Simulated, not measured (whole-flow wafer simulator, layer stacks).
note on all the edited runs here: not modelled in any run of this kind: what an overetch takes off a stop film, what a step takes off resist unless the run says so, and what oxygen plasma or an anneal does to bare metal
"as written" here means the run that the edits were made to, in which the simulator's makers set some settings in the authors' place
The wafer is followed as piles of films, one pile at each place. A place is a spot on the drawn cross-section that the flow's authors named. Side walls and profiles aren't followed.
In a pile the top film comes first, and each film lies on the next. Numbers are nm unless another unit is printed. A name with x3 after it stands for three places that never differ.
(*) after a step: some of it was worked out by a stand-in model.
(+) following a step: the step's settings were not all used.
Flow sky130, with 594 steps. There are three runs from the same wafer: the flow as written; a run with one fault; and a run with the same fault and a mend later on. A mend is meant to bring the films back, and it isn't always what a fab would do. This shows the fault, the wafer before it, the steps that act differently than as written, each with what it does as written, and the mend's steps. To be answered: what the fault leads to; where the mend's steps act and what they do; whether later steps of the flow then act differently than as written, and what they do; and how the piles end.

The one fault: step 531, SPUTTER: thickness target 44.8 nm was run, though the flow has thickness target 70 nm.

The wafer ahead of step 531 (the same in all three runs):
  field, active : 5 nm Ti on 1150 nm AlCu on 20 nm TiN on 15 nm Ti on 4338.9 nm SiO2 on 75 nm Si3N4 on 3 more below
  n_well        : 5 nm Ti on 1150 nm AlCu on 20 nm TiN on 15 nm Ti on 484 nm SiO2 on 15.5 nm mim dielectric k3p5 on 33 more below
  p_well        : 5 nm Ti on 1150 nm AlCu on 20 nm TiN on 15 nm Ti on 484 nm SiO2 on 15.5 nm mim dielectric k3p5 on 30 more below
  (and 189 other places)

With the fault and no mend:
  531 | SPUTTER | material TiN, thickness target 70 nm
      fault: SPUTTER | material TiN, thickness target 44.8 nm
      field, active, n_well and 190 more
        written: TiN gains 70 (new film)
        fault: TiN gains 44.8 (new film)
  Steps later in the flow that act otherwise than as written (not shown: 17 more steps that differ only slightly, by at most 2% or 0.5 nm, whichever is larger):
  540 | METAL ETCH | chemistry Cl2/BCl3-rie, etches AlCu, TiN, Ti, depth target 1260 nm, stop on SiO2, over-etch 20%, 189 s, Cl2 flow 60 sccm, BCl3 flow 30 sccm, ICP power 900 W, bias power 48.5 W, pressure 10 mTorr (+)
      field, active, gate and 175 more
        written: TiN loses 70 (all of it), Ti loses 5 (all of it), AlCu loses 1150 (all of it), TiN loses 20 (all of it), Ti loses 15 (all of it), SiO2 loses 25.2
        fault: TiN loses 44.8 (all of it), Ti loses 5 (all of it), AlCu loses 1150 (all of it), TiN loses 20 (all of it), Ti loses 15 (all of it), SiO2 loses 27.7
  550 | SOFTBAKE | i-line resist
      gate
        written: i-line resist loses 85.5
        fault: i-line resist loses 83
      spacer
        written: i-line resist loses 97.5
        fault: i-line resist loses 94.7
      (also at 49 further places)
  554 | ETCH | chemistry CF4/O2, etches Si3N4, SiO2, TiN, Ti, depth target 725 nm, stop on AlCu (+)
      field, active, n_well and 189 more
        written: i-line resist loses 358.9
        fault: i-line resist loses 333.7
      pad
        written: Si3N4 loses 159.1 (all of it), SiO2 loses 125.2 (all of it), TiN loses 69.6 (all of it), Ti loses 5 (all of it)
        fault: Si3N4 loses 159.1 (all of it), SiO2 loses 125.2 (all of it), TiN loses 44.4 (all of it), Ti loses 5 (all of it)
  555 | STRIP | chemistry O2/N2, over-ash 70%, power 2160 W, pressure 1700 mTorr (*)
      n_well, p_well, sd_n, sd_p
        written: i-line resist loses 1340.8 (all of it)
        fault: i-line resist loses 1388.2 (all of it)
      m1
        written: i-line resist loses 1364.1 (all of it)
        fault: i-line resist loses 1411 (all of it)
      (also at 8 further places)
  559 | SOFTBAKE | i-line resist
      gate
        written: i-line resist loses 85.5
        fault: i-line resist loses 83
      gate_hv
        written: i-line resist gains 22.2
        fault: i-line resist gains 21.6
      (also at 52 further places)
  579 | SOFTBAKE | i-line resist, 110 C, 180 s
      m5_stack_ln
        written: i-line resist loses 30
        fault: i-line resist loses 29.4
  The piles end different from the flow's at n_well, p_well, sd_n and 11 more by more than 2% or 0.5 nm, whichever is larger.
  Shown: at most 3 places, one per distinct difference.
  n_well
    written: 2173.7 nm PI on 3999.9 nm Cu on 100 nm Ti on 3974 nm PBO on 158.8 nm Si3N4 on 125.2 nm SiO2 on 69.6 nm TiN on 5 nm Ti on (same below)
    fault: 2176.6 nm PI on 3999.9 nm Cu on 100 nm Ti on 3992.1 nm PBO on 158.8 nm Si3N4 on 125.2 nm SiO2 on 44.4 nm TiN on 5 nm Ti on (same below)
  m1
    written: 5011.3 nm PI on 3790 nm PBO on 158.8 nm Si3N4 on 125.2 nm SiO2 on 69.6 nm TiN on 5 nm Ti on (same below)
    fault: 5012.6 nm PI on 3810.9 nm PBO on 158.8 nm Si3N4 on 125.2 nm SiO2 on 44.4 nm TiN on 5 nm Ti on (same below)
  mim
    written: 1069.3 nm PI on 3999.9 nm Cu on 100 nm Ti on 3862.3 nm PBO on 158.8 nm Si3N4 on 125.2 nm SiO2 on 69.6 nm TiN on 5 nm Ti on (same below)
    fault: 1071.6 nm PI on 3999.9 nm Cu on 100 nm Ti on 3881.8 nm PBO on 158.8 nm Si3N4 on 125.2 nm SiO2 on 44.4 nm TiN on 5 nm Ti on (same below)

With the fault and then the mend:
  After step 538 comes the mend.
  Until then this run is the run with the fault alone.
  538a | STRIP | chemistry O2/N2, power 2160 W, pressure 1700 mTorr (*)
      n_well, p_well, sd_n and 9 more
        resist loses 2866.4 (all of it)
      m1, via4_hole
        resist loses 2868.5 (all of it)
      via4_enc
        resist loses 2866.3 (all of it)
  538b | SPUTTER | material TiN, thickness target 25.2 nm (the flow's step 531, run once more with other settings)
      field, active, n_well and 190 more
        TiN gains 25.2
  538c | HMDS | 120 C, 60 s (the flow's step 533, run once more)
      does not change any film at any place that is followed
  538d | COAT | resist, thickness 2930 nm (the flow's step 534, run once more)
      n_well, p_well, gate_hv and 172 more
        resist gains 2930 (new film)
      field, active, gate and 13 more
        resist gains 2929.9 (new film)
      m1, via4_hole
        resist gains 2932.1 (new film)
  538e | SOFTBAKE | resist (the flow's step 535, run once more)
      field, active, gate, spacer, m1, sonos_cell, sonos_guard, sonos_guard_hv
        resist gains 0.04
      nwell_res
        resist gains 0.03
      pplus_nw
        resist gains 0.02
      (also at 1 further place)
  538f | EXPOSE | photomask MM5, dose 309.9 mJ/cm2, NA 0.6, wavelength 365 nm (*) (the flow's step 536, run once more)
      does not change any film at any place that is followed
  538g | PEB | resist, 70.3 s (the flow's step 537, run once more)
      field, active, n_well and 188 more
        resist loses 63.6
      m1, via4_hole
        resist loses 63.7
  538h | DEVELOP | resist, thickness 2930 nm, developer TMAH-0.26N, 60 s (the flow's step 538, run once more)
      field, active, gate and 168 more
        resist loses 2866.4 (all of it)
      via1_hole, via1_enc, via2_hole, via2_enc, via3_hole, via3_enc, via_li1
        resist loses 2866.3 (all of it)
  None of the later steps of the flow acts differently than as written at any place that is followed.
  The piles end the same as the flow's at every place that both follow.
